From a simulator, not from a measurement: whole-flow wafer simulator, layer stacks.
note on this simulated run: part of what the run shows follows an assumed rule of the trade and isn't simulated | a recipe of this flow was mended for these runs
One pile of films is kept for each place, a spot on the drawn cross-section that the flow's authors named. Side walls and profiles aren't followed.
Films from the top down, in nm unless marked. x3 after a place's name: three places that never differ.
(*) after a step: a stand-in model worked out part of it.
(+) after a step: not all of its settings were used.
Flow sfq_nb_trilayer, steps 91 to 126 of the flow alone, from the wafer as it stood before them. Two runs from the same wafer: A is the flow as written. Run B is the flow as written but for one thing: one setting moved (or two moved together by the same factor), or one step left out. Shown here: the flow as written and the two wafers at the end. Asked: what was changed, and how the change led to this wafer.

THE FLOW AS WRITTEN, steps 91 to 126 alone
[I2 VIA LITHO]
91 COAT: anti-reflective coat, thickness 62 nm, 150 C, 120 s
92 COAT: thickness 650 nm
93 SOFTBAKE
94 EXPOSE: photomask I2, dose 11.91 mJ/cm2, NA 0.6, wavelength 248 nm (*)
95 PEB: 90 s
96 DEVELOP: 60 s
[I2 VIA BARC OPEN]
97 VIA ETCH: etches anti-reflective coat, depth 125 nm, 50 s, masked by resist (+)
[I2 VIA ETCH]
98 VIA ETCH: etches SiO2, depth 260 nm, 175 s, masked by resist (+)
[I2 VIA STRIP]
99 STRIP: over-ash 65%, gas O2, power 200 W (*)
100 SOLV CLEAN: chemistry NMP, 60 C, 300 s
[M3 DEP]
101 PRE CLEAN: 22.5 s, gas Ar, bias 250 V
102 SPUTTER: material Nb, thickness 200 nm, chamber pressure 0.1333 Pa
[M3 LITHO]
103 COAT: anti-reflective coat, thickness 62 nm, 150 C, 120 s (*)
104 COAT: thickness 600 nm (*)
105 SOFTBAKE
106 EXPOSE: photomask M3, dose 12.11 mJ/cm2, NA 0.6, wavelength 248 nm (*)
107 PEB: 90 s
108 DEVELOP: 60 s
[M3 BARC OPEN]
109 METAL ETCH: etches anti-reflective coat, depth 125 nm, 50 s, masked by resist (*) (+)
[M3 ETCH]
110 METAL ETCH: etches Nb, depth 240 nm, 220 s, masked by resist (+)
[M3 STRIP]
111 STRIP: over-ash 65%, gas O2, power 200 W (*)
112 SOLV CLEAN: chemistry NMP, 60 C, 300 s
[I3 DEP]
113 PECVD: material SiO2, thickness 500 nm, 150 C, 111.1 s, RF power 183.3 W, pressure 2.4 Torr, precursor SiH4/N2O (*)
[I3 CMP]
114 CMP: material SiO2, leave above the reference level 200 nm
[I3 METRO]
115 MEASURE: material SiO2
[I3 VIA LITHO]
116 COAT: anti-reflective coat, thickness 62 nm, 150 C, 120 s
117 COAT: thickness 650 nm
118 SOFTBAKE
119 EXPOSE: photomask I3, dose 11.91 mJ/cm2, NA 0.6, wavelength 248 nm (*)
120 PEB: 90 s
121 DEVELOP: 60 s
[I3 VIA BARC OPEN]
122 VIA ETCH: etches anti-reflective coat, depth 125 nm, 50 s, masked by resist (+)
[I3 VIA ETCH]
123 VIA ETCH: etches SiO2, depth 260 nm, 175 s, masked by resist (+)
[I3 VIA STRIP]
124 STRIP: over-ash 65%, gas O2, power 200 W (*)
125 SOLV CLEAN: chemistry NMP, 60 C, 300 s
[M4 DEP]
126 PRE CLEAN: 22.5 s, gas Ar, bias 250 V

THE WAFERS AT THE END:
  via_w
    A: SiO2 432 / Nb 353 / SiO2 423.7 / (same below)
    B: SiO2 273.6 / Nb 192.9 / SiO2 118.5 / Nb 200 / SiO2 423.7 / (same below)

The cause: step 97, VIA ETCH: etches anti-reflective coat, depth 125 nm, 50 s, masked by resist (+), was left out.

How the change led to this, step by step:
  98 VIA ETCH: etches SiO2, depth 260 nm, 175 s, masked by resist (+)
      via_w: A SiO2 -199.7 (all of it), Nb -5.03 | B anti-reflective coat -62 (all of it), SiO2 -74
  99 STRIP: over-ash 65%, gas O2, power 200 W (*)
      field_l, v_sur, via_wl and 102 more: A KrF-resist-other-grade -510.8 (all of it), anti-reflective coat -62 (all of it) | B KrF-resist-other-grade -580.3 (all of it), anti-reflective coat -62 (all of it)
  101 PRE CLEAN: 22.5 s, gas Ar, bias 250 V
      via_w: A Nb -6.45 | B SiO2 -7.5
  102 SPUTTER: material Nb, thickness 200 nm, chamber pressure 0.1333 Pa
      via_w: A Nb +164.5 | B Nb +192.9 (new film)
  103 COAT: anti-reflective coat, thickness 62 nm, 150 C, 120 s (*)
      via_wl, via_wr: A anti-reflective coat +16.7 (new film) | B anti-reflective coat +36.6 (new film)
      field_l: A anti-reflective coat +67.6 (new film) | B anti-reflective coat +59.3 (new film)
      (and at 4 more places)
  104 COAT: thickness 600 nm (*)
      via_w: A KrF-resist-other-grade +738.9 (new film) | B KrF-resist-other-grade +620.5 (new film)
  109 METAL ETCH: etches anti-reflective coat, depth 125 nm, 50 s, masked by resist (*) (+)
      field_l: A anti-reflective coat -67.6 (all of it) | B anti-reflective coat -59.3 (all of it)
  111 STRIP: over-ash 65%, gas O2, power 200 W (*)
      v_sur: A KrF-resist-other-grade -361 (all of it), anti-reflective coat -46 (all of it) | B KrF-resist-other-grade -370 (all of it), anti-reflective coat -46.4 (all of it)
      via_wl: A KrF-resist-other-grade -381.1 (all of it), anti-reflective coat -16.7 (all of it) | B KrF-resist-other-grade -377.8 (all of it), anti-reflective coat -36.6 (all of it)
      (and at 5 more places)
  113 PECVD: material SiO2, thickness 500 nm, 150 C, 111.1 s, RF power 183.3 W, pressure 2.4 Torr, precursor SiH4/N2O (*)
      via_w: A SiO2 +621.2 (new film) | B SiO2 +500 (new film)
  114 CMP: material SiO2, leave above the reference level 200 nm
      via_w: A SiO2 -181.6 | B SiO2 -218.9
Counting metal films that touch as one body, via_w has 3 bodies (between them, from the top down: SiO2 118.5; SiO2 423.7); the flow as written gives 2 bodies (between them, from the top down: SiO2 423.7).
